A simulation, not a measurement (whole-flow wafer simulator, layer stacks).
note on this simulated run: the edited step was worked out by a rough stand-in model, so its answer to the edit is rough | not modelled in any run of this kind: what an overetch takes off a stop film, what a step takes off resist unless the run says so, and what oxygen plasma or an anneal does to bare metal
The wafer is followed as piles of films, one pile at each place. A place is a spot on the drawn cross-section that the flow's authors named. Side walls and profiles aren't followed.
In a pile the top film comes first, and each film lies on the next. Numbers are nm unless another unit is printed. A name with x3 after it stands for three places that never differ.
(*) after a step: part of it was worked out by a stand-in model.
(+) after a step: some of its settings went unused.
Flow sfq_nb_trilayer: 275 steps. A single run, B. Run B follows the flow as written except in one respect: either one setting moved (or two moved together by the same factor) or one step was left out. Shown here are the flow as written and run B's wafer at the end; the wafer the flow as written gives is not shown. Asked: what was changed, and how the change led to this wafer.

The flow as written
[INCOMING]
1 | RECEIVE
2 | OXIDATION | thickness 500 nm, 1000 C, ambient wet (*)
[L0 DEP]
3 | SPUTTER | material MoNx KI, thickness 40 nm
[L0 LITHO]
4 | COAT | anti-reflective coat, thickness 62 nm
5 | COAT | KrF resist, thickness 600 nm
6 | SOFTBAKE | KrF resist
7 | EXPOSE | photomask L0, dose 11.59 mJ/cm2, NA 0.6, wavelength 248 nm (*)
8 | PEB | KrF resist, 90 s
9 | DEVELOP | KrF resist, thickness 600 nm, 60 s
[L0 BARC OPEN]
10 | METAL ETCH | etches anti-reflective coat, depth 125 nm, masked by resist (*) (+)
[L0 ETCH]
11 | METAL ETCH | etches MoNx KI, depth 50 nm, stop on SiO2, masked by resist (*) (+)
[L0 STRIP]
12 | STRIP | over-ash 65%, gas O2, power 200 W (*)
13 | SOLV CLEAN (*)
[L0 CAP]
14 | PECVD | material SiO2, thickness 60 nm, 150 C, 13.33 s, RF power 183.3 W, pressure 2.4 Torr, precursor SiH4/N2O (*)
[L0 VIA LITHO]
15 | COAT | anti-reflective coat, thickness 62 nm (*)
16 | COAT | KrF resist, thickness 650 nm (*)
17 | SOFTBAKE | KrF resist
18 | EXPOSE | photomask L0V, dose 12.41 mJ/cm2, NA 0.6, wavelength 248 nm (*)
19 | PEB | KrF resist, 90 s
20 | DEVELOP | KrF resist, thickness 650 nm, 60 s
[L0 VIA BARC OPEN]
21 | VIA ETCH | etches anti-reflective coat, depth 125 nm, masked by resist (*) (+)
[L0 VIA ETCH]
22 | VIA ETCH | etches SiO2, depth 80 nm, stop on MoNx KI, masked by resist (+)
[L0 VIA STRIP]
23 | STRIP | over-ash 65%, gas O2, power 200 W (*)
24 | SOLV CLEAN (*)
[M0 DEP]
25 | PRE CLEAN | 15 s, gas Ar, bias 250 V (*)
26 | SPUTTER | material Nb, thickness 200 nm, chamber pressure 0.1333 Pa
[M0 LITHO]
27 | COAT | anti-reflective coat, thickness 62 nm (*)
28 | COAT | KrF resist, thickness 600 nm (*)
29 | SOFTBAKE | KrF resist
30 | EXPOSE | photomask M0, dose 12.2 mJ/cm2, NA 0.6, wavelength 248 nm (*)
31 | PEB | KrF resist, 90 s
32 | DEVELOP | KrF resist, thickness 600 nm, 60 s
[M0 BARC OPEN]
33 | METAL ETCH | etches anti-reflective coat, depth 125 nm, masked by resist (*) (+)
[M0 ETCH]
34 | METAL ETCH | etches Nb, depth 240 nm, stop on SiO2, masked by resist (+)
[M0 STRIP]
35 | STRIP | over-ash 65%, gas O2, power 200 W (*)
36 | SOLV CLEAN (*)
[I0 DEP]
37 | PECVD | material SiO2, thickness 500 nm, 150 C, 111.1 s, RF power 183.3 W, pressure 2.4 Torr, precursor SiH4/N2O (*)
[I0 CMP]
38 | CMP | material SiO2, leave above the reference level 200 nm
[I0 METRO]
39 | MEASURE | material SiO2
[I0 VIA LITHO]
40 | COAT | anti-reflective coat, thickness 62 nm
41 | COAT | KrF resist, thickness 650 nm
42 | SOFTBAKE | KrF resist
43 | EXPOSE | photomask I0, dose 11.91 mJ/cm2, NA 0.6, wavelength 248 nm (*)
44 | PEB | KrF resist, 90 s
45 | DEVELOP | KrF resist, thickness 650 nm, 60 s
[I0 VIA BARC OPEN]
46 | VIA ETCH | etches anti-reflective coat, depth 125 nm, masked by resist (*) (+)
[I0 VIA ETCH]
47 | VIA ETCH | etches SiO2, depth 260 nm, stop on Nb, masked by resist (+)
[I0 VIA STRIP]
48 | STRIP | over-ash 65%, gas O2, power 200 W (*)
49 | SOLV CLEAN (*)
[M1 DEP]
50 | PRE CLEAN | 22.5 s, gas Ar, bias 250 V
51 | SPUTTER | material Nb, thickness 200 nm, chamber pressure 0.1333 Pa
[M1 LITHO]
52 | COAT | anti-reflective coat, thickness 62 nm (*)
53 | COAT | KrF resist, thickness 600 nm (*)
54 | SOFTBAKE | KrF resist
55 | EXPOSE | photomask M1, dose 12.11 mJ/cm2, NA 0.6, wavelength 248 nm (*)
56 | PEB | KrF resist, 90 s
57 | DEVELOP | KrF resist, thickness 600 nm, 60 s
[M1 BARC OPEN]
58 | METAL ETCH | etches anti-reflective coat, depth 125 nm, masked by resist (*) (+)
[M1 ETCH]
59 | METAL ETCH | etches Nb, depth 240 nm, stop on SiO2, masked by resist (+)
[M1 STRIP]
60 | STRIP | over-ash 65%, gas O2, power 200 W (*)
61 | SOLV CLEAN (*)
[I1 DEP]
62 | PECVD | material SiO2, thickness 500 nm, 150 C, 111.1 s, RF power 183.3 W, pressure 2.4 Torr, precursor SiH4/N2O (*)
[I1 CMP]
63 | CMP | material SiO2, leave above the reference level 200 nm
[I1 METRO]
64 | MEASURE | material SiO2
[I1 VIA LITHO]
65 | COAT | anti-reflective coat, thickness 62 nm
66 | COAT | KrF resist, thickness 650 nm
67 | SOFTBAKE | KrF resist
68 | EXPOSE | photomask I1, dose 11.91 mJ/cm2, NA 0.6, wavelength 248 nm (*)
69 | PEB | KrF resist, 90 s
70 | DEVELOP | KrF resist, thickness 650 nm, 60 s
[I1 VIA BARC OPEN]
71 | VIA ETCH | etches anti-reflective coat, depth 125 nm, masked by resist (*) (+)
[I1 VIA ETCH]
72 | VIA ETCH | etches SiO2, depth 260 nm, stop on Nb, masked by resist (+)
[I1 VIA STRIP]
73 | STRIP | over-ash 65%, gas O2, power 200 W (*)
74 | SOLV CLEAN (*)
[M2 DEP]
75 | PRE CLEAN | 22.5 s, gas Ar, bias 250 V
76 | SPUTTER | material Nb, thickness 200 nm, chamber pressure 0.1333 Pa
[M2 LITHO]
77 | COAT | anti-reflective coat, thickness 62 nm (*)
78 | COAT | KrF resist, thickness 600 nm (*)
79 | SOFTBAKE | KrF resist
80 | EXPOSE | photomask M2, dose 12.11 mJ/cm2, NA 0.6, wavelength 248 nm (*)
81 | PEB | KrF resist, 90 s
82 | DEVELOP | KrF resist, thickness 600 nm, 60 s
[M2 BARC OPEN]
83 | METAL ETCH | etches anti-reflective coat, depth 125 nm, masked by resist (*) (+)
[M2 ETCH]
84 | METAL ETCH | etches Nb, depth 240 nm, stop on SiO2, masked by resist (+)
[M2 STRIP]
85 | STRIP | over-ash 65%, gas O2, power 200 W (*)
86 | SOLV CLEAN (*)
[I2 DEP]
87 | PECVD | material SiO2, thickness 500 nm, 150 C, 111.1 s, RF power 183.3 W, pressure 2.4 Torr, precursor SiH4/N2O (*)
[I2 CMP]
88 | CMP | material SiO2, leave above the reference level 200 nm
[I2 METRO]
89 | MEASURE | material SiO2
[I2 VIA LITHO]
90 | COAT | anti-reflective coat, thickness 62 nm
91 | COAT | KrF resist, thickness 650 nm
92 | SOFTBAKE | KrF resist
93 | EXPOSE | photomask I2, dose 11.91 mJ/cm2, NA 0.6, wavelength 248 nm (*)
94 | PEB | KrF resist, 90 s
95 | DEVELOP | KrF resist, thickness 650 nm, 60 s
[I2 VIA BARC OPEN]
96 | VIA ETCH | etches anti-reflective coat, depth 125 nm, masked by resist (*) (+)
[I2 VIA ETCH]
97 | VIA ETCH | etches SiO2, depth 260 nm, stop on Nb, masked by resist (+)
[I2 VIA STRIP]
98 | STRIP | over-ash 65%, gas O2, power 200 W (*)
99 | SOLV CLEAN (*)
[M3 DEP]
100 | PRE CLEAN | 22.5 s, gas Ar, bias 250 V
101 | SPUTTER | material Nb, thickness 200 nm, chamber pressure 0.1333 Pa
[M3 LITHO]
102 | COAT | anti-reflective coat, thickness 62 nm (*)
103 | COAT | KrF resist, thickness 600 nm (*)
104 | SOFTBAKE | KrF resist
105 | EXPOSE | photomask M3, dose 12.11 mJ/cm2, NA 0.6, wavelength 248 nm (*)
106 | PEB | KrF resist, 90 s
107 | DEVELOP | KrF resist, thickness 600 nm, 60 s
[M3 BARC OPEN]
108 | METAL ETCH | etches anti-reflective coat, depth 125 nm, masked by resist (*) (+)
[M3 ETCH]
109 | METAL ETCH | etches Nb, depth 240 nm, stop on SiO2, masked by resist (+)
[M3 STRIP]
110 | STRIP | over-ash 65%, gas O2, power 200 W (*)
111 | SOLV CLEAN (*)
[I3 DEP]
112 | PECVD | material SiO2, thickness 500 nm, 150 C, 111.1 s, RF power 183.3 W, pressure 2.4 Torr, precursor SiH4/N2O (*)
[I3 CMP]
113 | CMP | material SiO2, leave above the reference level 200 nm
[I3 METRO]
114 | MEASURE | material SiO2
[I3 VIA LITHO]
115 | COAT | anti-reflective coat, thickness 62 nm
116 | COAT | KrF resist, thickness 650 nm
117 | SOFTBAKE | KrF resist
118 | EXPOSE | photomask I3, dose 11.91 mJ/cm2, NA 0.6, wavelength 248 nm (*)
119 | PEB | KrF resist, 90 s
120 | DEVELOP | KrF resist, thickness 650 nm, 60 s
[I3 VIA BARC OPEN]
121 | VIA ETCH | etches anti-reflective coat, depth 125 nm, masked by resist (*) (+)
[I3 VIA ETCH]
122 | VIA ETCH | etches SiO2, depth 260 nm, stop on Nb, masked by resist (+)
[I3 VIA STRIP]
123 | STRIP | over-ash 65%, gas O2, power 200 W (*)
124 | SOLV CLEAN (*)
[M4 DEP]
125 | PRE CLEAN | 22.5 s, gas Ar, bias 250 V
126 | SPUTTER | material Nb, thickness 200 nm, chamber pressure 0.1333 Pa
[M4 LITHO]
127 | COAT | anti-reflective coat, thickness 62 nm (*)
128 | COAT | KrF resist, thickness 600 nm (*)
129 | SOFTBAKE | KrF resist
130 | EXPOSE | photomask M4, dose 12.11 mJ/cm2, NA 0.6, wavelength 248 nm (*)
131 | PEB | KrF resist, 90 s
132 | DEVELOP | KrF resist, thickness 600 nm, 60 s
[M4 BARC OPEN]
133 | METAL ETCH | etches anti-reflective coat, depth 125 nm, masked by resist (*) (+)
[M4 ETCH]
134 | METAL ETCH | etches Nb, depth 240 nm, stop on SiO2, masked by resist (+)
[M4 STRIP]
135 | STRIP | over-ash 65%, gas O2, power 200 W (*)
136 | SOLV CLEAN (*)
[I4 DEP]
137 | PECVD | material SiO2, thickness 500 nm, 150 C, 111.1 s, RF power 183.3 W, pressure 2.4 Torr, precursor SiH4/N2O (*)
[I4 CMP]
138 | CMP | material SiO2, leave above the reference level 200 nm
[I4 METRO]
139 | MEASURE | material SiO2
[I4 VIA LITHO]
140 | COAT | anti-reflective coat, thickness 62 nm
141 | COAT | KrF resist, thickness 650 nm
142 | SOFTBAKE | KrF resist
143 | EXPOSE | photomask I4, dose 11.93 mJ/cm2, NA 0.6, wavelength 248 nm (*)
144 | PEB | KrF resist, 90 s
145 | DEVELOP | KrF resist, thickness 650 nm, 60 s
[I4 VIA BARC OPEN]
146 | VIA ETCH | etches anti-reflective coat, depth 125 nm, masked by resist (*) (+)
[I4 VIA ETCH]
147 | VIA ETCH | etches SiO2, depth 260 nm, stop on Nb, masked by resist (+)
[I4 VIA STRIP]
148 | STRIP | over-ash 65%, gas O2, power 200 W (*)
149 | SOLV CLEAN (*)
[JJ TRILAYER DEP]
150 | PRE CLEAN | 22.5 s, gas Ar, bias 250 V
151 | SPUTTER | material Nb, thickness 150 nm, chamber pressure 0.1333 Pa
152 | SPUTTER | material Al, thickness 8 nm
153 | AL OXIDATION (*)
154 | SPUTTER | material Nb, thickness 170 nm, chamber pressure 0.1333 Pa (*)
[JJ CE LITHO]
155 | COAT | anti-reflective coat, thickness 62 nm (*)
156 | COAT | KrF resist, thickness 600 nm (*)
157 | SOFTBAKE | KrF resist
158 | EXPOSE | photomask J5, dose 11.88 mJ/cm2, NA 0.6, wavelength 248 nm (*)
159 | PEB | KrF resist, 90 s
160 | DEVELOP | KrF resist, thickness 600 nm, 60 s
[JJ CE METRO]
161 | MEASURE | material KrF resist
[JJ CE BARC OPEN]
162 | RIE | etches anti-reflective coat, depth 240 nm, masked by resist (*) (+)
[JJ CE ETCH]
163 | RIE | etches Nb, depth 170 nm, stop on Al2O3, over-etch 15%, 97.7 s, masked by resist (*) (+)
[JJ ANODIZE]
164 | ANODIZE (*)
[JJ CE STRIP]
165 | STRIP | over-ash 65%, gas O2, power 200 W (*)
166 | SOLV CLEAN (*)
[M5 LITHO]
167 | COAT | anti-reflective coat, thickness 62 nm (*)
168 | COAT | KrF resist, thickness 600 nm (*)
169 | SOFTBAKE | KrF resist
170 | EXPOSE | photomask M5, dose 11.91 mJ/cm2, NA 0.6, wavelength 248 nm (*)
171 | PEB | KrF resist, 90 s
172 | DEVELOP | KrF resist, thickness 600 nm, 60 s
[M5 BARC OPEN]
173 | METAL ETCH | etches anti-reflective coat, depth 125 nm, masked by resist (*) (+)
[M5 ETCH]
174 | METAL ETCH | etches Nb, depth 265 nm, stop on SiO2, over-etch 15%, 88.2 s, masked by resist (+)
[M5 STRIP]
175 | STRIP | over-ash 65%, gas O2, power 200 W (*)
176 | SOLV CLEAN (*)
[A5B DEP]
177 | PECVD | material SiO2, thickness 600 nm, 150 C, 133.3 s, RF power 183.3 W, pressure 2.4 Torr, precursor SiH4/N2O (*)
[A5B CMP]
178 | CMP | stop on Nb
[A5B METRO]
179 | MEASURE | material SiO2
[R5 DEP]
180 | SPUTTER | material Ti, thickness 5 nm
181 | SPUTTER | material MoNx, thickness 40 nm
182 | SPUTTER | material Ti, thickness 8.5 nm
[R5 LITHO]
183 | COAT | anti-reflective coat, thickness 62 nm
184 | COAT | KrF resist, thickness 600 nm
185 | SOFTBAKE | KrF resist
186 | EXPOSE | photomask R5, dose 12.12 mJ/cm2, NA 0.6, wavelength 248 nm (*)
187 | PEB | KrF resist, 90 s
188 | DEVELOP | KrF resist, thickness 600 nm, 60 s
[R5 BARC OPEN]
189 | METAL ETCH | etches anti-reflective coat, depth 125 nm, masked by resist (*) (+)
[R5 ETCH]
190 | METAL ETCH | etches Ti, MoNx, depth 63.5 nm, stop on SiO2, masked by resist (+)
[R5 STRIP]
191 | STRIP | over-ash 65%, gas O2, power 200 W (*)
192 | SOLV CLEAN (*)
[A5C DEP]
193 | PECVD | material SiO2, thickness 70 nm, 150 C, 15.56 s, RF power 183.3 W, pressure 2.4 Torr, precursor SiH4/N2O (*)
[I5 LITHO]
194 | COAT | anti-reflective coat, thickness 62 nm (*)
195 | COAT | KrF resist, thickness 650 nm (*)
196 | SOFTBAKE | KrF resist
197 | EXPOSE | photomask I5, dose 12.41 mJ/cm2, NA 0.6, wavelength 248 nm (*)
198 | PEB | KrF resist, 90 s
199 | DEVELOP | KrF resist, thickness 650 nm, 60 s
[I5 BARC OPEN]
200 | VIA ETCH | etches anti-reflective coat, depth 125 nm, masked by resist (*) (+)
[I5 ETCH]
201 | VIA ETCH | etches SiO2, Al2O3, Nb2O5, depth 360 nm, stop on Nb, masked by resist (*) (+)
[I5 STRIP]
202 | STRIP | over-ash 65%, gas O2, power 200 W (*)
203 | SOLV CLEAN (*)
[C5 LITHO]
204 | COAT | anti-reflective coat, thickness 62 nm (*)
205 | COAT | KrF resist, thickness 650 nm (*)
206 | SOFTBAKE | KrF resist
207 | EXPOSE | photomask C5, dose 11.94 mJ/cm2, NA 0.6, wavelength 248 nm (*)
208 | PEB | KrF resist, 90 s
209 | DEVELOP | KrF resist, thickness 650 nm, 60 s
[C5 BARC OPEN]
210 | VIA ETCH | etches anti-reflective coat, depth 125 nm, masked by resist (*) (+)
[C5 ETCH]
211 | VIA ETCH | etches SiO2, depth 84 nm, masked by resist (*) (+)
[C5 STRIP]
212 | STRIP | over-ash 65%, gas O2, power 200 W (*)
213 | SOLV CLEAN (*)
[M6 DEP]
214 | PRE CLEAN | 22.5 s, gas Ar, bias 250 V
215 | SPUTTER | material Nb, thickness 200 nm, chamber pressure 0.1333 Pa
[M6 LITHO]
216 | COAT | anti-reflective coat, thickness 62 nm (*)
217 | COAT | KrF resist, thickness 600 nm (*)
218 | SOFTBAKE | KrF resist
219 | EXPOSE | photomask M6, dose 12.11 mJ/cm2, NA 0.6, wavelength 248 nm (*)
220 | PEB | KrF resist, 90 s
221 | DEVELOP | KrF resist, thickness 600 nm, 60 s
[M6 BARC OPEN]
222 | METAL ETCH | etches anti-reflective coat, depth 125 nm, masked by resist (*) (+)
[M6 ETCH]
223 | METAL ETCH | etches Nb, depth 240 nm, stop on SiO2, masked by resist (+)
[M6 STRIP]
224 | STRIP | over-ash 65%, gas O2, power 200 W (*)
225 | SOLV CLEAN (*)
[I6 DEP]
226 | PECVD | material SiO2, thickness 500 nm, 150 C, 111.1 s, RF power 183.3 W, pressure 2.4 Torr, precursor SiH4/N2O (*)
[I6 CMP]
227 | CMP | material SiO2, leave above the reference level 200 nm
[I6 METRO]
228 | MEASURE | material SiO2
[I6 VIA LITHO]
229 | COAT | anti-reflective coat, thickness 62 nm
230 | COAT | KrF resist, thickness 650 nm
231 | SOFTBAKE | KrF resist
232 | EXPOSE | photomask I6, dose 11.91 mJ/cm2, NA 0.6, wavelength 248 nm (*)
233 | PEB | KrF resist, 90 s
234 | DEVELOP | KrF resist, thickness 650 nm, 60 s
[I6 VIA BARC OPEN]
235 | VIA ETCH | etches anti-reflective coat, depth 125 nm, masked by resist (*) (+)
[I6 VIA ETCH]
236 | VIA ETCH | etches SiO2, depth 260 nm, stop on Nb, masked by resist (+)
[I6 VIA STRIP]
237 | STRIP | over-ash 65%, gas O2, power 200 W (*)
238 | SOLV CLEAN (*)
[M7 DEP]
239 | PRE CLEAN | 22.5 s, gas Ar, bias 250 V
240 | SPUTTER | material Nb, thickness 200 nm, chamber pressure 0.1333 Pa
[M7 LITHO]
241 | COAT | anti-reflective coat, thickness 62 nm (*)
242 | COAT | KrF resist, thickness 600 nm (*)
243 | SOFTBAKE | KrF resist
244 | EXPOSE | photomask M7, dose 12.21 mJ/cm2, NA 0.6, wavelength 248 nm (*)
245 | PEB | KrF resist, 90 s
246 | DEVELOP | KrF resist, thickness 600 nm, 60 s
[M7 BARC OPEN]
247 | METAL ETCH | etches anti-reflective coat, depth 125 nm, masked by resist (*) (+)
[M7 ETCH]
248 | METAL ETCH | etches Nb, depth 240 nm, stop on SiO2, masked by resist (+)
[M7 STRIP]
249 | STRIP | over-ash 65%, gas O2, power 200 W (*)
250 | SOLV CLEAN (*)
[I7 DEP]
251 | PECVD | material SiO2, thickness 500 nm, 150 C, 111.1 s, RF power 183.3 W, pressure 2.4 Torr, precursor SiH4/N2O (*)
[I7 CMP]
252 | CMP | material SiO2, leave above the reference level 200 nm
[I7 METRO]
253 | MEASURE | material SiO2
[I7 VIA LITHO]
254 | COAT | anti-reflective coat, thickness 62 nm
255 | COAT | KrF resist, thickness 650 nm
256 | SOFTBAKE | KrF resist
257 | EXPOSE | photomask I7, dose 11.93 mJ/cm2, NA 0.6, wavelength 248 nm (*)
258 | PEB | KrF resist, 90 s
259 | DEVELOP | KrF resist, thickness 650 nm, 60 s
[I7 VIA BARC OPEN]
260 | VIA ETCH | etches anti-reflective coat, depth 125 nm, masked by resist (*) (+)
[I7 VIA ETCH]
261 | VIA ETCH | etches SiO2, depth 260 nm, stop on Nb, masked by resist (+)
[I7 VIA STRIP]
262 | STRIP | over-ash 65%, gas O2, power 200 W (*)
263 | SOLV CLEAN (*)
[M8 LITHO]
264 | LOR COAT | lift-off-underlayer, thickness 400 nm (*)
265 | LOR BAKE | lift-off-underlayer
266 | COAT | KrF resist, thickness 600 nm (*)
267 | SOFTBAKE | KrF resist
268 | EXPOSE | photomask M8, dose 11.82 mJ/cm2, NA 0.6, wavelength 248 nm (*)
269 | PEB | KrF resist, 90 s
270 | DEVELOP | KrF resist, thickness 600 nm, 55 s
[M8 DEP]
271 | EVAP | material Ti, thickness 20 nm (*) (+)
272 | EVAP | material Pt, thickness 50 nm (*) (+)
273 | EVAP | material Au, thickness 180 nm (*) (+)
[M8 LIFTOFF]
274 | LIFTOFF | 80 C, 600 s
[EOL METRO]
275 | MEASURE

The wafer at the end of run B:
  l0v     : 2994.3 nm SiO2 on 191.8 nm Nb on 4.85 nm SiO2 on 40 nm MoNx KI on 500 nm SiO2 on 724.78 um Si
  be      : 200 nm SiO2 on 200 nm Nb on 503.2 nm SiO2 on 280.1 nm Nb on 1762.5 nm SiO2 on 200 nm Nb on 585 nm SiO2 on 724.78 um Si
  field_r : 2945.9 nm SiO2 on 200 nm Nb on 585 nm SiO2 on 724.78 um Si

What caused this: step 14, PECVD: thickness 90 nm was run, though the flow has thickness 60 nm; step 14, PECVD: 20 s was run, where the flow has 13.33 s.

Step by step, how the change led to this:
  14 | PECVD | material SiO2, thickness 60 nm, 150 C, 13.33 s, RF power 183.3 W, pressure 2.4 Torr, precursor SiH4/N2O (*)
      v_sur, via_wl, via_w and 97 more: SiO2 gains 90 (it would be, as written: SiO2 gains 60)
      field_l, l0_sur, l0v, l0r_line_l, l0r_line_c, l0r_line_r: SiO2 gains 90 (new film) (it would be, as written: SiO2 gains 60 (new film))
  22 | VIA ETCH | etches SiO2, depth 80 nm, stop on MoNx KI, masked by resist (+)
      l0v: SiO2 loses 80 (it would be, as written: SiO2 loses 59.8 (all of it))
  25 | PRE CLEAN | 15 s, gas Ar, bias 250 V (*)
      l0v: SiO2 loses 5 (it would be, as written: MoNx KI loses 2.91)
  27 | COAT | anti-reflective coat, thickness 62 nm (*)
      l0_sur: anti-reflective coat gains 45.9 (new film) (it would be, as written: anti-reflective coat gains 47.5 (new film))
      l0v: anti-reflective coat gains 83.5 (new film) (it would be, as written: anti-reflective coat gains 78 (new film))
  28 | COAT | KrF resist, thickness 600 nm (*)
      l0v: KrF resist gains 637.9 (new film) (it would be, as written: KrF resist gains 622.9 (new film))
  35 | STRIP | over-ash 65%, gas O2, power 200 W (*)
      l0_sur: KrF resist loses 369.5 (all of it), anti-reflective coat loses 45.9 (all of it) (it would be, as written: KrF resist loses 372 (all of it), anti-reflective coat loses 47.5 (all of it))
      l0v: KrF resist loses 420.2 (all of it), anti-reflective coat loses 83.5 (all of it) (it would be, as written: KrF resist loses 405.3 (all of it), anti-reflective coat loses 78 (all of it))
  38 | CMP | material SiO2, leave above the reference level 200 nm
      l0v: SiO2 loses 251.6 (it would be, as written: SiO2 loses 277.8)
If metal films that touch count as one body, l0v has 2 bodies (between them, from the top down: SiO2 4.85); the flow as written gives 1 body.
